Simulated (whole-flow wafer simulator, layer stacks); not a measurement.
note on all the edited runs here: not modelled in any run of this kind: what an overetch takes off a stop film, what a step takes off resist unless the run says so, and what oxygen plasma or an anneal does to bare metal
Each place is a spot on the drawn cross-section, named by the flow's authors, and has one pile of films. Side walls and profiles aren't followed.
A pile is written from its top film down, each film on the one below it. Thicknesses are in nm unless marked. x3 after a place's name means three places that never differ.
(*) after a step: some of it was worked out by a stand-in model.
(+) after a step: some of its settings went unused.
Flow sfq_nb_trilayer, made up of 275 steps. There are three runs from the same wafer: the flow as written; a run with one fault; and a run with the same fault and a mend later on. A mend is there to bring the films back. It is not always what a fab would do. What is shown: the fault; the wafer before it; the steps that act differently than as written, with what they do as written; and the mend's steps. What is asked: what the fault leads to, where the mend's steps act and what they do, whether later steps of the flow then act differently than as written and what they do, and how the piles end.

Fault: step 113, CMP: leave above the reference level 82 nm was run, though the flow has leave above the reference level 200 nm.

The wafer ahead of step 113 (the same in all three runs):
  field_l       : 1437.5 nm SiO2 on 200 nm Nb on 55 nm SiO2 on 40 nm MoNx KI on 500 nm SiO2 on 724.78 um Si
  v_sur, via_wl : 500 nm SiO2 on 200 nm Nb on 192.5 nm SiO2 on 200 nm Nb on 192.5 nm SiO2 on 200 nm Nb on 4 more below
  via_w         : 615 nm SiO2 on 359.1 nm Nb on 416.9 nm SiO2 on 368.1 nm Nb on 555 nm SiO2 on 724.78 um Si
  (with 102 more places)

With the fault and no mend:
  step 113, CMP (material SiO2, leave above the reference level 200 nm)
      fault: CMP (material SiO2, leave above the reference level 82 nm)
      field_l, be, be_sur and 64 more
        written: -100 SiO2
        fault: -218 SiO2
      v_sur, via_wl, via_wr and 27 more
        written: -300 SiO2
        fault: -418 SiO2
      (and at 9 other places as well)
  Steps further on in the flow that do not act as written (not shown: 3 more steps that differ only slightly, by at most 2% or 0.5 nm, whichever is larger):
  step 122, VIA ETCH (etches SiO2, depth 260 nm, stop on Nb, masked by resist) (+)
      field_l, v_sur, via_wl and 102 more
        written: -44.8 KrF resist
        fault: -21.2 KrF resist
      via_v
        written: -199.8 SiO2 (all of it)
        fault: -81.8 SiO2 (all of it)
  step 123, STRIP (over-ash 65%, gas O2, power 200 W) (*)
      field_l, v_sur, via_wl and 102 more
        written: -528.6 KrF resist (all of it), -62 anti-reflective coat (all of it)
        fault: -552.3 KrF resist (all of it), -62 anti-reflective coat (all of it)
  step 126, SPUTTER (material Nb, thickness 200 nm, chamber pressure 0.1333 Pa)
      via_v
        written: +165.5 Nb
        fault: +191.6 Nb
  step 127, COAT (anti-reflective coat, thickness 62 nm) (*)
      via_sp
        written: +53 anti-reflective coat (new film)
        fault: +54.2 anti-reflective coat (new film)
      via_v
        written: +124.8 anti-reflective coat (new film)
        fault: +96.6 anti-reflective coat (new film)
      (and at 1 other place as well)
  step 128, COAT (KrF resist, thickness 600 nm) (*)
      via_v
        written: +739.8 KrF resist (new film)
        fault: +642.6 KrF resist (new film)
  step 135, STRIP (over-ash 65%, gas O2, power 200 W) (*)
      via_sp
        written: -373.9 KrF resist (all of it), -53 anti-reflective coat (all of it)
        fault: -382.6 KrF resist (all of it), -54.2 anti-reflective coat (all of it)
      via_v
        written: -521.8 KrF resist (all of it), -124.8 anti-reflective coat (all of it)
        fault: -424.9 KrF resist (all of it), -96.6 anti-reflective coat (all of it)
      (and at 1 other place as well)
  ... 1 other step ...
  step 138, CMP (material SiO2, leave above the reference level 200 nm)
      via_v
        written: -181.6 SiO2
        fault: -210.7 SiO2
  The piles end different from the flow's at field_l, v_sur, via_wl and 103 more by more than 2% or 0.5 nm, whichever is larger.
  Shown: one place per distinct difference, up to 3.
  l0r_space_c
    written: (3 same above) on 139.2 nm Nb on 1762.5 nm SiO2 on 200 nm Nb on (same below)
    fault: (3 same above) on 139.2 nm Nb on 1644.5 nm SiO2 on 200 nm Nb on (same below)
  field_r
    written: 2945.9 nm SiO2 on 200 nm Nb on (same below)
    fault: 2827.9 nm SiO2 on 200 nm Nb on (same below)
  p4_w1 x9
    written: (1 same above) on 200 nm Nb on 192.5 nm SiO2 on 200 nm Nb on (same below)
    fault: (1 same above) on 200 nm Nb on 74.5 nm SiO2 on 200 nm Nb on (same below)

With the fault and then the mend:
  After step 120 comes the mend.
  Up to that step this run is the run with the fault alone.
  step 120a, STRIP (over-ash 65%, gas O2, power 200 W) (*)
      field_l, v_sur, via_wl and 102 more
        -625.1 KrF resist (all of it), -62 anti-reflective coat (all of it)
      via_v
        -62 anti-reflective coat (all of it)
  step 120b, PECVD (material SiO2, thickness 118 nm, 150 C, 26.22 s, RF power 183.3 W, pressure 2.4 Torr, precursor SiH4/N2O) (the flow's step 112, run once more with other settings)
      field_l, v_sur, via_wl and 103 more
        +118 SiO2
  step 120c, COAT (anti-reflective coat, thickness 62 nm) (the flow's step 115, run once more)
      field_l, v_sur, via_wl and 103 more
        +62 anti-reflective coat (new film)
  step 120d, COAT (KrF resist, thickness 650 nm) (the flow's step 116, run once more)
      field_l, v_sur, via_wl and 103 more
        +650 KrF resist (new film)
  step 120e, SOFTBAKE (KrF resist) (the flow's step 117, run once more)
      alters no film at any place that is followed
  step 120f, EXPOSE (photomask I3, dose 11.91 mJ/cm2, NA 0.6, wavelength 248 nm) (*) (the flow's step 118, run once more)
      alters no film at any place that is followed
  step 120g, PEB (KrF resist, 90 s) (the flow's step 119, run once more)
      field_l, v_sur, via_wl and 103 more
        -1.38 KrF resist
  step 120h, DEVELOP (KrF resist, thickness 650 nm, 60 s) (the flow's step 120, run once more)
      field_l, v_sur, via_wl and 102 more
        -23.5 KrF resist
      via_v
        -648.6 KrF resist (all of it)
  None of the later steps of the flow acts differently than as written at any place that is followed.
  By the end, the piles equal the flow's at every place that both follow.
